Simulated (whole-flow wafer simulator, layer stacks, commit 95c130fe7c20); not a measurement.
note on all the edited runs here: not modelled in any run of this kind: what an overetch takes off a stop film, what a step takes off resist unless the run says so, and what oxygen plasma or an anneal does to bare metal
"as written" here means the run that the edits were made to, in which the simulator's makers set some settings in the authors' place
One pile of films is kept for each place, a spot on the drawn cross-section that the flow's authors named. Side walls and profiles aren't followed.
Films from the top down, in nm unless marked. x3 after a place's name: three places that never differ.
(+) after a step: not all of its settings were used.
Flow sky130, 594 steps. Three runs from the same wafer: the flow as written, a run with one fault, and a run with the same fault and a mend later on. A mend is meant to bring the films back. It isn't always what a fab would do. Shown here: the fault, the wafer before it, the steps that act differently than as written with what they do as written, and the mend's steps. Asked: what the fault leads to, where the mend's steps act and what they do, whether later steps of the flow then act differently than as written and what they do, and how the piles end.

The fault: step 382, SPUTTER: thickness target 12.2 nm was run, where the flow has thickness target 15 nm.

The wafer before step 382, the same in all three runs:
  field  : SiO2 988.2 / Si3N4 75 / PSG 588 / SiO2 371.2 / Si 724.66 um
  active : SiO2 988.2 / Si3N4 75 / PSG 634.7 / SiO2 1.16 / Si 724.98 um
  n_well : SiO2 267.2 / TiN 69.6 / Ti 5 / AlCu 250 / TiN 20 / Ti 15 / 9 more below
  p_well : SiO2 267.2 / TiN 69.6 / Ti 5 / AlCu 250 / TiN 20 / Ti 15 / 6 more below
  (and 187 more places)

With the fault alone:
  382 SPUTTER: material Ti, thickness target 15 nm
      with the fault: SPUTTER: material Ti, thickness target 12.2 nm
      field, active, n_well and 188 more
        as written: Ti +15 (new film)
        with the fault: Ti +12.2 (new film)
  Later steps of the flow that act differently than as written (15 more steps differ only slightly, by at most 2% or 0.5 nm, whichever is larger, and aren't shown):
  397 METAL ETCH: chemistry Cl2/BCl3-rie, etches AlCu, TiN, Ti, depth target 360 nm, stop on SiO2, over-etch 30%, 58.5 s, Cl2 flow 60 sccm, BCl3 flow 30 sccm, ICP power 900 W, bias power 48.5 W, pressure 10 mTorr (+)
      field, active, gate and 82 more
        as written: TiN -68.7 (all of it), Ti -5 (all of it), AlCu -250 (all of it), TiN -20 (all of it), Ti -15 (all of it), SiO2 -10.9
        with the fault: TiN -68.7 (all of it), Ti -5 (all of it), AlCu -250 (all of it), TiN -20 (all of it), Ti -12.2 (all of it), SiO2 -11.2
  At the end the piles differ from the flow's by more than 2% or 0.5 nm, whichever is larger, at n_well, p_well, gate_hv and 103 more.
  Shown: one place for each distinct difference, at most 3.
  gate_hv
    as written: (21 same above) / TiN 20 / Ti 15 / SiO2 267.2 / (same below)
    with the fault: (21 same above) / TiN 20 / Ti 12.2 / SiO2 267.2 / (same below)
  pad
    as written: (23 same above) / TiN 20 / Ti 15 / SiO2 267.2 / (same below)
    with the fault: (23 same above) / TiN 20 / Ti 12.2 / SiO2 267.2 / (same below)
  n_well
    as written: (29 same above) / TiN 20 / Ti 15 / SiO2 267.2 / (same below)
    with the fault: (29 same above) / TiN 20 / Ti 12.2 / SiO2 267.2 / (same below)

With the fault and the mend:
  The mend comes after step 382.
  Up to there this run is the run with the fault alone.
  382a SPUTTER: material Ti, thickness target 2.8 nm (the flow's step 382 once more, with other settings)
      field, active, n_well and 188 more
        Ti +2.8
  No later step of the flow acts differently than as written at any place that is followed.
  At the end the piles are the same as the flow's at every place that both follow.
